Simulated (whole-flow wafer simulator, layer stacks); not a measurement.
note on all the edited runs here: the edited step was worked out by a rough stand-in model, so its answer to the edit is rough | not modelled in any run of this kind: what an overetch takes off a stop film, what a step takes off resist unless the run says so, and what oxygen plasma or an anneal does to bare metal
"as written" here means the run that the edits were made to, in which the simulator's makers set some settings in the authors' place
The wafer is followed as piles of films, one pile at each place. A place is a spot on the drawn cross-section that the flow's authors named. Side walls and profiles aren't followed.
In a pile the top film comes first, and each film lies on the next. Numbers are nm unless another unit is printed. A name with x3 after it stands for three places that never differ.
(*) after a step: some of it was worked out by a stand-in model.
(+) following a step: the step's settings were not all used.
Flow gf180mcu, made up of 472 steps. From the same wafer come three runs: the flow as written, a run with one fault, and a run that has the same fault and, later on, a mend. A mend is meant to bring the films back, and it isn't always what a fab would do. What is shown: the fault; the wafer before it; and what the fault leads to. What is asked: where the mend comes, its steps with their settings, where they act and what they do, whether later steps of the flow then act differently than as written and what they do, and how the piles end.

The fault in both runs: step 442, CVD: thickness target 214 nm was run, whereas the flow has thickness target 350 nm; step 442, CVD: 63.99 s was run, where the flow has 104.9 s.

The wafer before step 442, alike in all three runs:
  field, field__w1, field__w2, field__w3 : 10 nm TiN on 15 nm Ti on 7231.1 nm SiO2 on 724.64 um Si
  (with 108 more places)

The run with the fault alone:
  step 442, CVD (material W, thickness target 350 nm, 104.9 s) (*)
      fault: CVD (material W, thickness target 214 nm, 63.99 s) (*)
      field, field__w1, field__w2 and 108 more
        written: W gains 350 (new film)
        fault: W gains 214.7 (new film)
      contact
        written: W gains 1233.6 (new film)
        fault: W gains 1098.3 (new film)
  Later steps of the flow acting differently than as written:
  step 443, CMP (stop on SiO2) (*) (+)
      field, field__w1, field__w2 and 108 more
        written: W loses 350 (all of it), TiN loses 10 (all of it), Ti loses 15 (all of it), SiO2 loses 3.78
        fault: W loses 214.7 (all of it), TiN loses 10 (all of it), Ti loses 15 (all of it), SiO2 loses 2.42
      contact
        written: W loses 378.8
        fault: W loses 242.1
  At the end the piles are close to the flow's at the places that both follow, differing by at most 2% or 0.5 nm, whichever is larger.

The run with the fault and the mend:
  The mend follows step 442.
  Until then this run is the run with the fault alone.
  step 442a, CVD (material W, thickness target 136 nm, 40.76 s) (the flow's step 442 again, with other settings)
      field, field__w1, field__w2 and 109 more
        W gains 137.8
  None of the later steps of the flow differs from how it acts as written, at any place that is followed, by more than 2% or 0.5 nm, whichever is larger.
  At the end the piles are close to the flow's at the places that both follow, differing by at most 2% or 0.5 nm, whichever is larger.
